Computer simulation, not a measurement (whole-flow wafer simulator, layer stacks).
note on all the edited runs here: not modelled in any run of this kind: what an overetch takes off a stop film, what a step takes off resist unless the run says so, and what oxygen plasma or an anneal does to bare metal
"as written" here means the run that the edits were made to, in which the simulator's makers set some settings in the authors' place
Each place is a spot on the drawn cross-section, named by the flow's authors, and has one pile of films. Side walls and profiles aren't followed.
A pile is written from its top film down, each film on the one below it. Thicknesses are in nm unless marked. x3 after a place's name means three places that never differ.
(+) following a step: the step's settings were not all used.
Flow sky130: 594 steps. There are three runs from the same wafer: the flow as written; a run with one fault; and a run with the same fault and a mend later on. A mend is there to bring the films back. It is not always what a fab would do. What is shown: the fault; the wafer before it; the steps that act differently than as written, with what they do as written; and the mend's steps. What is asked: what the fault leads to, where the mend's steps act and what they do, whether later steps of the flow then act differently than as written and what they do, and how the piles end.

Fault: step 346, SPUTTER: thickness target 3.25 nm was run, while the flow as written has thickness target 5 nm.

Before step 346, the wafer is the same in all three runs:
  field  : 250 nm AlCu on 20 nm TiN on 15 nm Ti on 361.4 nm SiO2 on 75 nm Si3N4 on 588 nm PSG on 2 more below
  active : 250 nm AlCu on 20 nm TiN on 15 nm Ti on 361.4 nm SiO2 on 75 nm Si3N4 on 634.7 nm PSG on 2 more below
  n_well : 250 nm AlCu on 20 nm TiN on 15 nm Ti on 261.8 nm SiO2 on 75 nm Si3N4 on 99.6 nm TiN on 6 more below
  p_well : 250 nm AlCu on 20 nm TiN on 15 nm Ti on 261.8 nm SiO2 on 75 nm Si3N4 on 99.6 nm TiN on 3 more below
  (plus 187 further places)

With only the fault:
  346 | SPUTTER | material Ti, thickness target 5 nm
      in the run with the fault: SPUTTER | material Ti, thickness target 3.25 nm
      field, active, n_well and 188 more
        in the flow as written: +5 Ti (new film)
        in the run with the fault: +3.25 Ti (new film)
  Steps later in the flow that act otherwise than as written (15 more steps, not shown, differ only slightly: by at most 2% or 0.5 nm, whichever is larger):
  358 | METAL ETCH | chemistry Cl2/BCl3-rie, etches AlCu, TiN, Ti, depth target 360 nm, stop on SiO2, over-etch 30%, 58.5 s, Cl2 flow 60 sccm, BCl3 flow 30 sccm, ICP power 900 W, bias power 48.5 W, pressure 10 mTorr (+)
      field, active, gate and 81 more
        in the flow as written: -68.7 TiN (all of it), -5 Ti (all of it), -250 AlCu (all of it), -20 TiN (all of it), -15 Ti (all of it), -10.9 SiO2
        in the run with the fault: -68.7 TiN (all of it), -3.25 Ti (all of it), -250 AlCu (all of it), -20 TiN (all of it), -15 Ti (all of it), -11.1 SiO2
  At n_well, p_well, gate_hv and 104 more, the piles at the end differ from the flow's by more than 2% or 0.5 nm, whichever is larger.
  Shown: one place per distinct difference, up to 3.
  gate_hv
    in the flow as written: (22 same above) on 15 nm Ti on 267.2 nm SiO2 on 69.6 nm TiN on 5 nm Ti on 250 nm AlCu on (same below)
    in the run with the fault: (22 same above) on 15 nm Ti on 269 nm SiO2 on 69.6 nm TiN on 3.25 nm Ti on 250 nm AlCu on (same below)
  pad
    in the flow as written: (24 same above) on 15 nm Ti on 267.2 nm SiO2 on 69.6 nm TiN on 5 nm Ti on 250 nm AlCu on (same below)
    in the run with the fault: (24 same above) on 15 nm Ti on 269 nm SiO2 on 69.6 nm TiN on 3.25 nm Ti on 250 nm AlCu on (same below)
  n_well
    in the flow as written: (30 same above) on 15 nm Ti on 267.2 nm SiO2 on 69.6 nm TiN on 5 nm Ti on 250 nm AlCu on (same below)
    in the run with the fault: (30 same above) on 15 nm Ti on 269 nm SiO2 on 69.6 nm TiN on 3.25 nm Ti on 250 nm AlCu on (same below)

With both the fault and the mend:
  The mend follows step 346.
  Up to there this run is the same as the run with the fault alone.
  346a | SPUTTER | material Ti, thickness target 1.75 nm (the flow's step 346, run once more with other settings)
      field, active, n_well and 188 more
        +1.75 Ti
  Later steps of the flow that are run all act as written at every place that is followed.
  The piles end the same as the flow's at every place that both follow.
